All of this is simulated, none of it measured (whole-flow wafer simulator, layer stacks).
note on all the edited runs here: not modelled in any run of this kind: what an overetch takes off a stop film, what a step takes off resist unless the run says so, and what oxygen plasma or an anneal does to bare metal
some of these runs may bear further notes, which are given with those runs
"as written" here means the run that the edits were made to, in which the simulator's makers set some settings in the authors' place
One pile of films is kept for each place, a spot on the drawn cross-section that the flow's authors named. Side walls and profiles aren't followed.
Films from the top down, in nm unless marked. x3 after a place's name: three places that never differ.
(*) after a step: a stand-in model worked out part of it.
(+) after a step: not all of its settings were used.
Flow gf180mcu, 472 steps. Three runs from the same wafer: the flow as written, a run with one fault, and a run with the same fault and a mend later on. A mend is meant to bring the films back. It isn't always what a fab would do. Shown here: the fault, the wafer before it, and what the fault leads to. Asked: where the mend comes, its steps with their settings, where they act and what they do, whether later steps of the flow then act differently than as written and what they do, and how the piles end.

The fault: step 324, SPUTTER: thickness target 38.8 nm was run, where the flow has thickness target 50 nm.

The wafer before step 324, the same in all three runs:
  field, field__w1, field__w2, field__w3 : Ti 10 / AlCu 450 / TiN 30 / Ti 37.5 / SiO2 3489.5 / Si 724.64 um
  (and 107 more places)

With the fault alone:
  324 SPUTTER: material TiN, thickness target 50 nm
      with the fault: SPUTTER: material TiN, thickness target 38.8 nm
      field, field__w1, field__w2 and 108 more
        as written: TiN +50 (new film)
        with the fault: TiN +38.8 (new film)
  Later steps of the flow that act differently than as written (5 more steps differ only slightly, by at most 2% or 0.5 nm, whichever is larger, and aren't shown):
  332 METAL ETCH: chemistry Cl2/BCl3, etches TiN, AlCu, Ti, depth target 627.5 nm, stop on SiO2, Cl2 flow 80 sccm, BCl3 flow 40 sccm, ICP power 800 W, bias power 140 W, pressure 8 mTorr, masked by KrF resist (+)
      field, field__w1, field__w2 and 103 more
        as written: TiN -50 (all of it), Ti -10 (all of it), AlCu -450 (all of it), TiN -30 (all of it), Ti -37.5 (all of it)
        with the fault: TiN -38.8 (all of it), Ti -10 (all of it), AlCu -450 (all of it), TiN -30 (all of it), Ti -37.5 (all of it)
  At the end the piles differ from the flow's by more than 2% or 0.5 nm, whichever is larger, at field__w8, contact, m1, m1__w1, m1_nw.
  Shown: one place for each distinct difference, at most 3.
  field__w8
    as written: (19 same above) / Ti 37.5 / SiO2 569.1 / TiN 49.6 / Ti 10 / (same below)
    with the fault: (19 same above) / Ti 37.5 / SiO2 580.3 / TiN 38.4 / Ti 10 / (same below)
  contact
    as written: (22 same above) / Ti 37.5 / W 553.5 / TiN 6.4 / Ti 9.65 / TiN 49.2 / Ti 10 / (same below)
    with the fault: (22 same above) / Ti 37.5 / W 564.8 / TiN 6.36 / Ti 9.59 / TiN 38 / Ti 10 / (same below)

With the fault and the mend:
  The mend comes after step 331.
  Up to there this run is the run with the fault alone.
  331a STRIP: chemistry O2/N2, power 2160 W, pressure 1700 mTorr (*)
      field__w8, contact, m1, m1__w1, m1_nw
        KrF resist -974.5 (all of it)
  331b SPUTTER: material TiN, thickness target 11.2 nm (the flow's step 324 once more, with other settings)
      field, field__w1, field__w2 and 108 more
        TiN +11.2
  331c HMDS: 120 C, 60 s (the flow's step 326 once more)
      changes no film at any place that is followed
  331d COAT: KrF resist, thickness 1000 nm (the flow's step 327 once more)
      field, field__w1, field__w2 and 108 more
        KrF resist +1000 (new film)
  331e SOFTBAKE: KrF resist (the flow's step 328 once more)
      changes no film at any place that is followed
  331f EXPOSE: photomask Metal3 (the flow's step 329 once more)
      changes no film at any place that is followed
  331g PEB: KrF resist, 135 C, 90 s (the flow's step 330 once more)
      field, field__w1, field__w2 and 108 more
        KrF resist -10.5
  331h DEVELOP: thickness 1000 nm, 60 s (the flow's step 331 once more)
      field, field__w1, field__w2 and 103 more
        KrF resist -989.5 (all of it)
      field__w8, contact, m1, m1__w1, m1_nw
        KrF resist -14.9
  No later step of the flow acts differently than as written at any place that is followed.
  At the end the piles are the same as the flow's at every place that both follow.
